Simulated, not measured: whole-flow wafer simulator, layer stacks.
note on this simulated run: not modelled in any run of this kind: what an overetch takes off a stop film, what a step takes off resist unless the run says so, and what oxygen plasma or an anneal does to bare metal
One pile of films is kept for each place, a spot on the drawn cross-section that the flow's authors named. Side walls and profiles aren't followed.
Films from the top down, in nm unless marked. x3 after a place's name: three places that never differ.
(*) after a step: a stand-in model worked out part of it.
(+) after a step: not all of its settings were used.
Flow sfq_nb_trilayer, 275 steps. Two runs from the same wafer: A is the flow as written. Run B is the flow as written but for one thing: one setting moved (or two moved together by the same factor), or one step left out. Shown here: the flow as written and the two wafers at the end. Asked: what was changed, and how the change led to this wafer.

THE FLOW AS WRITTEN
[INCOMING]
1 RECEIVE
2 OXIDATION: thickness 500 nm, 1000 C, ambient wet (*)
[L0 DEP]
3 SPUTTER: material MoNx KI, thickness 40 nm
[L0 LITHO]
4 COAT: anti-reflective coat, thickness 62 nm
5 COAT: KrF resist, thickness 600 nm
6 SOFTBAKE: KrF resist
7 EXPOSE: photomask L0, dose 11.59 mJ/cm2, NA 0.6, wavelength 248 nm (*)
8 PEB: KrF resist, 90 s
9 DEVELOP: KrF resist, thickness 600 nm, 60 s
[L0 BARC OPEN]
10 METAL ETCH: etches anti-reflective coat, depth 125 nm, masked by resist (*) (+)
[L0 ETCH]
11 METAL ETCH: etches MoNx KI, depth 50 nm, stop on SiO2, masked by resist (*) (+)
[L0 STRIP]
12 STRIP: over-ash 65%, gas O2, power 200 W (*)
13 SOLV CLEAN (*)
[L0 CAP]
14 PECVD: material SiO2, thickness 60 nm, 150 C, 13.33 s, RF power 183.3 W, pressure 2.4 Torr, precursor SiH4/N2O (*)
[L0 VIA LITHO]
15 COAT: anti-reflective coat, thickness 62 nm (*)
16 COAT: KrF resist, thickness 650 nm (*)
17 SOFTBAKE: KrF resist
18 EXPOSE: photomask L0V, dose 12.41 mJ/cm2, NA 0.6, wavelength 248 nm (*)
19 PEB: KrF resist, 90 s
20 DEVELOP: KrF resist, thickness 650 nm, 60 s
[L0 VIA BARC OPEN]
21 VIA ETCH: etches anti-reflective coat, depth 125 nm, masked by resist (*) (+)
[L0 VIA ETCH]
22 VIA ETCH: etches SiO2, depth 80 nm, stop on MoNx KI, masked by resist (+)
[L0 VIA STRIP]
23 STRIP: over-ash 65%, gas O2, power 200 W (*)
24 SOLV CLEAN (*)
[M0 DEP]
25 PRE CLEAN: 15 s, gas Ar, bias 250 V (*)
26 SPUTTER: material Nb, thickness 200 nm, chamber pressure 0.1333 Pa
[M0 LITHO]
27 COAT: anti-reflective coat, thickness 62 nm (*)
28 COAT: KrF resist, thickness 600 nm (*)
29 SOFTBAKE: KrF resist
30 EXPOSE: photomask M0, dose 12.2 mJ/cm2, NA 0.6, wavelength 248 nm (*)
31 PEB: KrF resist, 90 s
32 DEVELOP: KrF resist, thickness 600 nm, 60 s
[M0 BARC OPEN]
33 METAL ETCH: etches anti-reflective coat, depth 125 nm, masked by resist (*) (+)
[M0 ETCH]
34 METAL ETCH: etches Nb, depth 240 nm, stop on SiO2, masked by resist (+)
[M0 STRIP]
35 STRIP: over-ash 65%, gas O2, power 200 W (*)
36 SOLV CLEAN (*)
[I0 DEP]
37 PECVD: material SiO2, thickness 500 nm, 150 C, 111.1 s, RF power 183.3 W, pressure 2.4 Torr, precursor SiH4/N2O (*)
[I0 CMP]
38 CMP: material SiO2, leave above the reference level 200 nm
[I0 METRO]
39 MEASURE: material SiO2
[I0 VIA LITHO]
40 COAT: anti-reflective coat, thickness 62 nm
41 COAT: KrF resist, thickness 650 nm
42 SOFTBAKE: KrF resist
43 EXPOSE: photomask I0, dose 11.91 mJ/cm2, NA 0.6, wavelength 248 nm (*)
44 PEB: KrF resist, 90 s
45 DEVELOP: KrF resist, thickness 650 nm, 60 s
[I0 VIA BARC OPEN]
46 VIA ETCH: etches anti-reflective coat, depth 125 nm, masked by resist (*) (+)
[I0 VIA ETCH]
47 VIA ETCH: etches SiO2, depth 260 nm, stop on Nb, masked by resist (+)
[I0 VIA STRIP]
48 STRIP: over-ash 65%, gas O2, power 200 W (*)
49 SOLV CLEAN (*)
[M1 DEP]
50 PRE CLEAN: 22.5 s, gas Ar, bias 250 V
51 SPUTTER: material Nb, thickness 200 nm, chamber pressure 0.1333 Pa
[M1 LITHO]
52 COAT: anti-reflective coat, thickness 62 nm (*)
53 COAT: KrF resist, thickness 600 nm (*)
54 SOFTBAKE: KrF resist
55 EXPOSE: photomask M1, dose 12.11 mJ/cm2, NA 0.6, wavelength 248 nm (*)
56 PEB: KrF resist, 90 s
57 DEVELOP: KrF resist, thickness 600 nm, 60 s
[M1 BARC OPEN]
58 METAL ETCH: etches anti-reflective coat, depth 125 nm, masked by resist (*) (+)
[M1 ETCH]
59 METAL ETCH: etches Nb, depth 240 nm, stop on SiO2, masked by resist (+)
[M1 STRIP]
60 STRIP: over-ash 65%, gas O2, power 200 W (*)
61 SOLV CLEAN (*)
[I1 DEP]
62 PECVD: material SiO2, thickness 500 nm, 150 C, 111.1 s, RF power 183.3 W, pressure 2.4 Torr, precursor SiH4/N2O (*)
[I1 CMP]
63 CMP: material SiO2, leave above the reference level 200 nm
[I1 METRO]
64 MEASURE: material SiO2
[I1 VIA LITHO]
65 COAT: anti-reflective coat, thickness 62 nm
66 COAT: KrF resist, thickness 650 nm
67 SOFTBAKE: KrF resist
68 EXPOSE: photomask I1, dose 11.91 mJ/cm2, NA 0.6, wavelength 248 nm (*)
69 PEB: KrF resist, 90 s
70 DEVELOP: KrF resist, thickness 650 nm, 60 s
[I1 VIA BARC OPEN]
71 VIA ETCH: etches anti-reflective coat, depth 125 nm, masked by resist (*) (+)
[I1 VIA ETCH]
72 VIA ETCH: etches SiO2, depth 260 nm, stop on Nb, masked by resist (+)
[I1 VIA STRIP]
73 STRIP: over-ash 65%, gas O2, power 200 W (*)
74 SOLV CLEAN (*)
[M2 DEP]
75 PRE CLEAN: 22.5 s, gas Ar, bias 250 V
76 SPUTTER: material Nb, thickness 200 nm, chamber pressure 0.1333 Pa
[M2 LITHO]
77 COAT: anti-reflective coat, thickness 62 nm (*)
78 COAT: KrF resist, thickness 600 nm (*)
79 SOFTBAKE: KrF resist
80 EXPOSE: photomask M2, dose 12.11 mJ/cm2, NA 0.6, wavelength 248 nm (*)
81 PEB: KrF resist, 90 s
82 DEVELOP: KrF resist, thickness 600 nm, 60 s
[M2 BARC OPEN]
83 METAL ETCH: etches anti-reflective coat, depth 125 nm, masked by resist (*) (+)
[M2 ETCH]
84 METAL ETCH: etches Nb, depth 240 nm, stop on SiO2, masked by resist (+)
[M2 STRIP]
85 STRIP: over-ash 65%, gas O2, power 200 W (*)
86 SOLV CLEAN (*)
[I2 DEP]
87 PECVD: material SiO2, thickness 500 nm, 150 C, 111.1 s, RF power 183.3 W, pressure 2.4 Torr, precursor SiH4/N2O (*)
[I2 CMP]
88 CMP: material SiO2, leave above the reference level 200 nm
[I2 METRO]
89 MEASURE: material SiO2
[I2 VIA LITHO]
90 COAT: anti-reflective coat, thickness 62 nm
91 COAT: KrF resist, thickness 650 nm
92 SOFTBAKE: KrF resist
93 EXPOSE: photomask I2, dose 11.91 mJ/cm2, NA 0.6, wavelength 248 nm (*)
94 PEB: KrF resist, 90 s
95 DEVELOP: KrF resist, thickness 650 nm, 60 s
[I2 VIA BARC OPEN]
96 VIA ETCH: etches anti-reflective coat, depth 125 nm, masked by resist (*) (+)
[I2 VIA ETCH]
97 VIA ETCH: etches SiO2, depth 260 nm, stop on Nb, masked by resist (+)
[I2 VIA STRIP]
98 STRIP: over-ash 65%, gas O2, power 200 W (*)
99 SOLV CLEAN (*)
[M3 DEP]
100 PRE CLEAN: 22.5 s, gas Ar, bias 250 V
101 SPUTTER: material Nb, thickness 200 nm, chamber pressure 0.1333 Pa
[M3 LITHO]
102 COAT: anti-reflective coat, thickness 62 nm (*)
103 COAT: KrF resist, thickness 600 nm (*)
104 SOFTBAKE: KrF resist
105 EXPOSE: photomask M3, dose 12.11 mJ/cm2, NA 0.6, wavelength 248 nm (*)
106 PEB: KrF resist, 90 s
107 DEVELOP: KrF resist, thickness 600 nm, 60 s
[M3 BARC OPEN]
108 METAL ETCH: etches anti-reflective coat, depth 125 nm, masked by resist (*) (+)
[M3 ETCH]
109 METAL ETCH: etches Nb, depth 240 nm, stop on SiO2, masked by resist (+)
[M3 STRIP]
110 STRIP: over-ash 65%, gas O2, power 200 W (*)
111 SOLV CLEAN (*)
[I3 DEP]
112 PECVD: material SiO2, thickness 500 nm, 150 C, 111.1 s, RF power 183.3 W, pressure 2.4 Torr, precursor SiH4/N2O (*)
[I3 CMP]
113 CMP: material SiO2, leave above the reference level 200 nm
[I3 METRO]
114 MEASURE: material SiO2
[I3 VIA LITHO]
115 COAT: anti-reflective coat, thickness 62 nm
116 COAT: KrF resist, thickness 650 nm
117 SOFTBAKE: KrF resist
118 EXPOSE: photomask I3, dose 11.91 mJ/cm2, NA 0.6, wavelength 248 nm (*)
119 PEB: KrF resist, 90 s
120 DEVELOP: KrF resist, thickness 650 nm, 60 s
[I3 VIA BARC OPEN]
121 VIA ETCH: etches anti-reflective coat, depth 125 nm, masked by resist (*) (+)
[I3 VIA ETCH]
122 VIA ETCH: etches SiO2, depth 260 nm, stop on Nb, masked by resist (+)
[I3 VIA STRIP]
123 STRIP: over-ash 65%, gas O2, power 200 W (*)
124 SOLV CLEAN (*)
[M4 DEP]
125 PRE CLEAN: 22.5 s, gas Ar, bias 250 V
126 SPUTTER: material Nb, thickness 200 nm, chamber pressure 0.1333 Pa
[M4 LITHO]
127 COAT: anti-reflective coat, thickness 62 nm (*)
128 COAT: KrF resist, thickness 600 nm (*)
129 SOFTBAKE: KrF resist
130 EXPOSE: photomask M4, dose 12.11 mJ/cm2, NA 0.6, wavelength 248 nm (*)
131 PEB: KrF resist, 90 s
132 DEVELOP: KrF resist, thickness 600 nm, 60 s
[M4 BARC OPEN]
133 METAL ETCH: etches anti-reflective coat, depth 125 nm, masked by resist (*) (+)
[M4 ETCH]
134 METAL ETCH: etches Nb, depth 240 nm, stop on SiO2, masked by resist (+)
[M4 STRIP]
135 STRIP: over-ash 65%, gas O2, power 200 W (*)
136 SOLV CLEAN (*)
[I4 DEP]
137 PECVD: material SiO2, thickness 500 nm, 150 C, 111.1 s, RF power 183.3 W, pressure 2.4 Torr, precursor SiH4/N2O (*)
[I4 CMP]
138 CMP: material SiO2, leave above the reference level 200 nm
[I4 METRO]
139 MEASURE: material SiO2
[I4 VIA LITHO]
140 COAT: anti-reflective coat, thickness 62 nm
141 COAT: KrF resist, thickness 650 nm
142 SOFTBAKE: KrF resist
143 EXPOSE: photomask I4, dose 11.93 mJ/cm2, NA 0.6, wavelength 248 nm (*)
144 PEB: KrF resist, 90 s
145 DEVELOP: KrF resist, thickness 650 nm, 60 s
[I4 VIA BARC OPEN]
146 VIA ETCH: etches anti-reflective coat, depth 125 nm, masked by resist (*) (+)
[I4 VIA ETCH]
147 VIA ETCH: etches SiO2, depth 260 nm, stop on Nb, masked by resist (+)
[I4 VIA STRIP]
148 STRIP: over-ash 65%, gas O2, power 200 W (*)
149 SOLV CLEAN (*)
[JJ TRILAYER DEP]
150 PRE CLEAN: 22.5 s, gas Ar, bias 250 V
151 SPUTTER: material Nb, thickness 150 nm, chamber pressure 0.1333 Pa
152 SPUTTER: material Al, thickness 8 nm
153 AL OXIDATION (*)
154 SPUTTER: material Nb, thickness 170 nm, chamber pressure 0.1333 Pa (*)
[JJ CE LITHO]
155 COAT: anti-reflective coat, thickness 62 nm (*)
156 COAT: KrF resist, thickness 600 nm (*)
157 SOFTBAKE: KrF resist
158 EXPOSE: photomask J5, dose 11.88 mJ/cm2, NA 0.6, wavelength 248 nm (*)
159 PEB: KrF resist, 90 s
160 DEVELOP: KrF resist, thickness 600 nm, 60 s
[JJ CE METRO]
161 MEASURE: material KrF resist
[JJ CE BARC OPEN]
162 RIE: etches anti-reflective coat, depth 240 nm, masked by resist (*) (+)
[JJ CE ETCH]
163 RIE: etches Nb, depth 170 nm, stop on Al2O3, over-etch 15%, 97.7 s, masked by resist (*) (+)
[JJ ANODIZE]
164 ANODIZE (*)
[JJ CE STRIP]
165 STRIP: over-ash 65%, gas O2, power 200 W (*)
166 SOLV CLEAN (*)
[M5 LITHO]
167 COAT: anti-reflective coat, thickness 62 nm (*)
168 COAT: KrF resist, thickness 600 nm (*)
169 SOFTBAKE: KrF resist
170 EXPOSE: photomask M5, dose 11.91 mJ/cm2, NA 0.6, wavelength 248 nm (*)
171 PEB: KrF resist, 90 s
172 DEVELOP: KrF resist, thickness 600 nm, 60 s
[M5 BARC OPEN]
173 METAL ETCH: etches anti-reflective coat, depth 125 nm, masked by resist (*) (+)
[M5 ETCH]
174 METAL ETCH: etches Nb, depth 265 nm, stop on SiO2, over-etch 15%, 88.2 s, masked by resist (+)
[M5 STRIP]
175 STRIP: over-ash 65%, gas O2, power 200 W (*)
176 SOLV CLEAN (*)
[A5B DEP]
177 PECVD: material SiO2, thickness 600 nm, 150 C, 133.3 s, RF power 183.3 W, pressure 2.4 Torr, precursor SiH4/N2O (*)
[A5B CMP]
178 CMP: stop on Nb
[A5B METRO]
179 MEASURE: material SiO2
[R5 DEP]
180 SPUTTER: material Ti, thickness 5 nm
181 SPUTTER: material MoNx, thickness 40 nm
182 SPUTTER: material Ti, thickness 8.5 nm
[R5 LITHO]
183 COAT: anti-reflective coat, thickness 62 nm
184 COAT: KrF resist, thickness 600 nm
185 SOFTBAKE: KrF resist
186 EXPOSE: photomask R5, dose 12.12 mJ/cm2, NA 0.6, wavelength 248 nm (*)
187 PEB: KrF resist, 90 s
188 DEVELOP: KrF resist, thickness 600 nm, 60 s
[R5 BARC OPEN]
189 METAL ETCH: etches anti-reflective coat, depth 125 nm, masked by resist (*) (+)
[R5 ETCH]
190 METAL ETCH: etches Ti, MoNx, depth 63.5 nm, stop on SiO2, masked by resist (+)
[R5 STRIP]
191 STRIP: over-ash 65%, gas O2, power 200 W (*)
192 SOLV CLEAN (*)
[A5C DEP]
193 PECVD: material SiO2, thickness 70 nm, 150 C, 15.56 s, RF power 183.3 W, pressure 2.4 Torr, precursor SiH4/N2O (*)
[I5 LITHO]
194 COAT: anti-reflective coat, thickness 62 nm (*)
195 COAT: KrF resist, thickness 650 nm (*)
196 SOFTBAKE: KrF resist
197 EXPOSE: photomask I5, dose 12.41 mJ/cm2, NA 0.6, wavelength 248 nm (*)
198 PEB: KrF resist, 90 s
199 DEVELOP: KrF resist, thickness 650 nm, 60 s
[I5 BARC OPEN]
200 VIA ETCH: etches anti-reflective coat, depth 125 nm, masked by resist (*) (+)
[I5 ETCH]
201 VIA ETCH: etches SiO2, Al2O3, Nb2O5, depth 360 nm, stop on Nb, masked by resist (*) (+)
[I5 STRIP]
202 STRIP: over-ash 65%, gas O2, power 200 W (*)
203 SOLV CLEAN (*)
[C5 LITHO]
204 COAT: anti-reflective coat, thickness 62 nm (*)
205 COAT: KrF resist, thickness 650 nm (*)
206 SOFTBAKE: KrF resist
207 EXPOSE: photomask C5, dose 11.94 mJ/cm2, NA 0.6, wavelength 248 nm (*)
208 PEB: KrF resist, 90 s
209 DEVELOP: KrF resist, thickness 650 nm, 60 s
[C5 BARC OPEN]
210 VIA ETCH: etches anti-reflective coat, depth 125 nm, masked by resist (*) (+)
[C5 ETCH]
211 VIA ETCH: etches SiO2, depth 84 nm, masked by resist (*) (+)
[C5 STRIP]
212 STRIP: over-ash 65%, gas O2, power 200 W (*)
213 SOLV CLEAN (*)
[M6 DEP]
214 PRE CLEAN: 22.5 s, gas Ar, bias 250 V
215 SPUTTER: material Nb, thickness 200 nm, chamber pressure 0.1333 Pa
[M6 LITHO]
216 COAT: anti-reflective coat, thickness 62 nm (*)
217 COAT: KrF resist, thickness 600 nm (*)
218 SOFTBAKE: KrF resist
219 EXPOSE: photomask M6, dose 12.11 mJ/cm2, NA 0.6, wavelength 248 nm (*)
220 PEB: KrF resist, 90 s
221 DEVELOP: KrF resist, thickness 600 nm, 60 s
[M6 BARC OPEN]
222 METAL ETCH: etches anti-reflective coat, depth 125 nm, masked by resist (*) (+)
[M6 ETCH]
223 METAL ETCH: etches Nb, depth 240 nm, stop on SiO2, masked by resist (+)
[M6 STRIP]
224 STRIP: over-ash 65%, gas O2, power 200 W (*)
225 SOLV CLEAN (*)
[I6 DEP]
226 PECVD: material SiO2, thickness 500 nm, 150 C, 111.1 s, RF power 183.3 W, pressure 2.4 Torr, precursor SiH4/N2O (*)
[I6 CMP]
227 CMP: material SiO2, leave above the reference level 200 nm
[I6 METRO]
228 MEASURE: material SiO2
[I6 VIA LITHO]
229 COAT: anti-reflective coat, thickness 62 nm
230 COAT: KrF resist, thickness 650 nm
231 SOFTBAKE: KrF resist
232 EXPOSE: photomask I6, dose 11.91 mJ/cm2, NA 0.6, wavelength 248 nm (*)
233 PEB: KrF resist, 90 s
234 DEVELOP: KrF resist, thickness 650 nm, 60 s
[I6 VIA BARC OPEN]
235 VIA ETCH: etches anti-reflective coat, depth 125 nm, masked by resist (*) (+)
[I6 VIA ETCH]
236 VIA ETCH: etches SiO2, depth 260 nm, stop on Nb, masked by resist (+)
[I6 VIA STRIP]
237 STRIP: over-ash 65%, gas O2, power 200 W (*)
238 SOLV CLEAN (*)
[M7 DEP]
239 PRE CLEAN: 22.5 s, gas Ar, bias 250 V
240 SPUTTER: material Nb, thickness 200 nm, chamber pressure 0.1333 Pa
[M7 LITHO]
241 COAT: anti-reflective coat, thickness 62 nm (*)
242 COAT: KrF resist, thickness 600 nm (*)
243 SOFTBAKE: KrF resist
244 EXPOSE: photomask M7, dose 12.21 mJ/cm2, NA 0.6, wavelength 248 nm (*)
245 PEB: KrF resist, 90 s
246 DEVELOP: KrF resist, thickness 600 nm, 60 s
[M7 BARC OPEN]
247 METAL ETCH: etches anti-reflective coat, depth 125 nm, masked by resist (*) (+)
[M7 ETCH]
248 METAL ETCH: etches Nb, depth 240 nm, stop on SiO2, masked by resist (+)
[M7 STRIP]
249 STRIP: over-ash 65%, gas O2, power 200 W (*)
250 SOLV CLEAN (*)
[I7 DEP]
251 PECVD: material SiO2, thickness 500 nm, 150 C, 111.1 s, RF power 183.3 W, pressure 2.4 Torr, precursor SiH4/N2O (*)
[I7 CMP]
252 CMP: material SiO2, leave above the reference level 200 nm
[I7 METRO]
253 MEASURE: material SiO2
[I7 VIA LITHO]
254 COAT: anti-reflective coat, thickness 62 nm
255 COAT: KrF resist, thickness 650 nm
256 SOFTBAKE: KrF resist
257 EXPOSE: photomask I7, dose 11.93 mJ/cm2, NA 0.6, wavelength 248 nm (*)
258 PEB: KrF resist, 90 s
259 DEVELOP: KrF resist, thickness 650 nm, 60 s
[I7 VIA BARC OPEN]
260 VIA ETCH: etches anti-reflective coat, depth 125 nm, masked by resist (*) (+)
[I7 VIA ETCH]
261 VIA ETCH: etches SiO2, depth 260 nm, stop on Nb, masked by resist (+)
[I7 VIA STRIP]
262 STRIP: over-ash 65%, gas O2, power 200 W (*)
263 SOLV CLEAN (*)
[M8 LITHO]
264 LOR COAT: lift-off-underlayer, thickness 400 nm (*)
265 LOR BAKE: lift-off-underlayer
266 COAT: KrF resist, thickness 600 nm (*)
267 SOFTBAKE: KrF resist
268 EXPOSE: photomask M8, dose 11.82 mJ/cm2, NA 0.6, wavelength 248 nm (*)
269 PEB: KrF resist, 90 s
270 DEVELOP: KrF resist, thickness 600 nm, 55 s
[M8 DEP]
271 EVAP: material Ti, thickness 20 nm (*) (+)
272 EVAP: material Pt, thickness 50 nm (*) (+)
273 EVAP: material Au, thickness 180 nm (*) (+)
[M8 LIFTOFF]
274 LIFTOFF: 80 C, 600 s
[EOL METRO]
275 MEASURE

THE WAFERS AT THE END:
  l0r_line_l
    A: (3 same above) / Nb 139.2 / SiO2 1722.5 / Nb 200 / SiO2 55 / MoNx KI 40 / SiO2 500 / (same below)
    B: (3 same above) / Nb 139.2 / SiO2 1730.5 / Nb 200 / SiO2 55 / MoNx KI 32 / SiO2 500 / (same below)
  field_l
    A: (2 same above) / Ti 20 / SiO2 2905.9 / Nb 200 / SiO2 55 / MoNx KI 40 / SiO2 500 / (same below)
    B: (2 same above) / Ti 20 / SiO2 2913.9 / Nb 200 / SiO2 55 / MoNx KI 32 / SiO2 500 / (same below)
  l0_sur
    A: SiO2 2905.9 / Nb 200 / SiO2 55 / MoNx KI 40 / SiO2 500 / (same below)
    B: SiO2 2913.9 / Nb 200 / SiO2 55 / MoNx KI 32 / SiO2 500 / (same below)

The cause: step 3, SPUTTER: thickness 32 nm was run, where the flow has thickness 40 nm.
It can be read off the wafer: l0r_line_l has MoNx KI 32, and step 3 as written asks for 40 nm.

How the change led to this, step by step:
  3 SPUTTER: material MoNx KI, thickness 40 nm
      field_l, v_sur, via_wl and 103 more: A MoNx KI +40 (new film) | B MoNx KI +32 (new film)
  11 METAL ETCH: etches MoNx KI, depth 50 nm, stop on SiO2, masked by resist (*) (+)
      v_sur, via_wl, via_w and 97 more: A MoNx KI -40 (all of it) | B MoNx KI -32 (all of it)
      field_l, l0_sur, l0v, l0r_line_l, l0r_line_c, l0r_line_r: A KrF resist -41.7 | B KrF resist -40
  15 COAT: anti-reflective coat, thickness 62 nm (*)
      v_sur: A anti-reflective coat +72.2 (new film) | B anti-reflective coat +70.2 (new film)
      l0_sur: A anti-reflective coat +54.2 (new film) | B anti-reflective coat +55.6 (new film)
      (and at 1 more place)
  23 STRIP: over-ash 65%, gas O2, power 200 W (*)
      v_sur: A KrF resist -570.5 (all of it), anti-reflective coat -72.2 (all of it) | B KrF resist -568.2 (all of it), anti-reflective coat -70.2 (all of it)
      l0_sur: A KrF resist -552.8 (all of it), anti-reflective coat -54.2 (all of it) | B KrF resist -554.3 (all of it), anti-reflective coat -55.6 (all of it)
      (and at 1 more place)
  27 COAT: anti-reflective coat, thickness 62 nm (*)
      v_sur: A anti-reflective coat +72.3 (new film) | B anti-reflective coat +70.3 (new film)
      l0_sur: A anti-reflective coat +47.5 (new film) | B anti-reflective coat +48.6 (new film)
      (and at 1 more place)
  35 STRIP: over-ash 65%, gas O2, power 200 W (*)
      v_sur: A KrF resist -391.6 (all of it), anti-reflective coat -72.3 (all of it) | B KrF resist -389.6 (all of it), anti-reflective coat -70.3 (all of it)
      l0_sur: A KrF resist -372 (all of it), anti-reflective coat -47.5 (all of it) | B KrF resist -373.9 (all of it), anti-reflective coat -48.6 (all of it)
      (and at 1 more place)
  38 CMP: material SiO2, leave above the reference level 200 nm
      field_l, l0_sur, l0r_line_l, l0r_line_c, l0r_line_r: A SiO2 -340 | B SiO2 -332
      l0v: A SiO2 -277.8 | B SiO2 -269.8
